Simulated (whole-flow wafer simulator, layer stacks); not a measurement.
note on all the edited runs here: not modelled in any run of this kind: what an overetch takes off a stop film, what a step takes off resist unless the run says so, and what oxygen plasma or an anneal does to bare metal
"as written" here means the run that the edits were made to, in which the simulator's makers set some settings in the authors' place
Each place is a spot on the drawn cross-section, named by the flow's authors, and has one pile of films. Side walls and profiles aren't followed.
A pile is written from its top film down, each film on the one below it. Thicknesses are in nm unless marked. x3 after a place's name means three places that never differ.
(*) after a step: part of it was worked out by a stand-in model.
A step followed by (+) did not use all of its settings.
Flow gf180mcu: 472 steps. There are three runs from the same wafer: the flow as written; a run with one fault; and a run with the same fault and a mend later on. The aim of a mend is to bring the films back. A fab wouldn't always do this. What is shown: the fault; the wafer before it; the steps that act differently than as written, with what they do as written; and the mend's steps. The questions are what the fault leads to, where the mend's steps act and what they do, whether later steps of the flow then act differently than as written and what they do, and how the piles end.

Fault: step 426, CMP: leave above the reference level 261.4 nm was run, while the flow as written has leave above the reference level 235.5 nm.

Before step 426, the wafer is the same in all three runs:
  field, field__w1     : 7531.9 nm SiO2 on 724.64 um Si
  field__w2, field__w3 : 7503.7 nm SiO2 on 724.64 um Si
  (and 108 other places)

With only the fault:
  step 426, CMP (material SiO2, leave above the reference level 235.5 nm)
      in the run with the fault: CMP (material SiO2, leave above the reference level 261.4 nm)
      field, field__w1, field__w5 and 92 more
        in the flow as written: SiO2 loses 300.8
        in the run with the fault: SiO2 loses 274.9
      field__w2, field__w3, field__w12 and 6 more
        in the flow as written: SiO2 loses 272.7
        in the run with the fault: SiO2 loses 246.8
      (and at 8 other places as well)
  Later steps of the flow acting differently than as written (2 more steps, not shown, differ only slightly: by at most 2% or 0.5 nm, whichever is larger):
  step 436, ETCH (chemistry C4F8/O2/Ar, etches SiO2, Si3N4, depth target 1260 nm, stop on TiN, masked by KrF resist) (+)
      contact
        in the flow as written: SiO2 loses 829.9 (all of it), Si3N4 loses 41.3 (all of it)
        in the run with the fault: SiO2 loses 855.8 (all of it), Si3N4 loses 41.3 (all of it)
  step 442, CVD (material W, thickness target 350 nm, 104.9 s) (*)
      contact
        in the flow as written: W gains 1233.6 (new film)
        in the run with the fault: W gains 1259.7 (new film)
  By the end, the piles at field__w8, contact, m1, m1__w1, m1_nw depart from the flow's by more than 2% or 0.5 nm, whichever is larger.
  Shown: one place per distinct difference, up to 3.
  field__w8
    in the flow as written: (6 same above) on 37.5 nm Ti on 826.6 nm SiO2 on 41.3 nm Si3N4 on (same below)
    in the run with the fault: (6 same above) on 37.5 nm Ti on 852.5 nm SiO2 on 41.3 nm Si3N4 on (same below)
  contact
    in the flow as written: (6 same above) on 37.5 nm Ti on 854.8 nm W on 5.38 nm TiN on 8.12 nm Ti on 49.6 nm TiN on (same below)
    in the run with the fault: (6 same above) on 37.5 nm Ti on 880.9 nm W on 5.3 nm TiN on 8 nm Ti on 49.6 nm TiN on (same below)

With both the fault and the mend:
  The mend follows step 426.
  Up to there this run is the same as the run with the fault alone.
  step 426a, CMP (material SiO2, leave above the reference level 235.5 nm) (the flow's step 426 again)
      field, field__w1, field__w2 and 109 more
        SiO2 loses 25.9
  Every later step of the flow that is run acts as written at every place that is followed.
  The piles end the same as the flow's at every place that both follow.
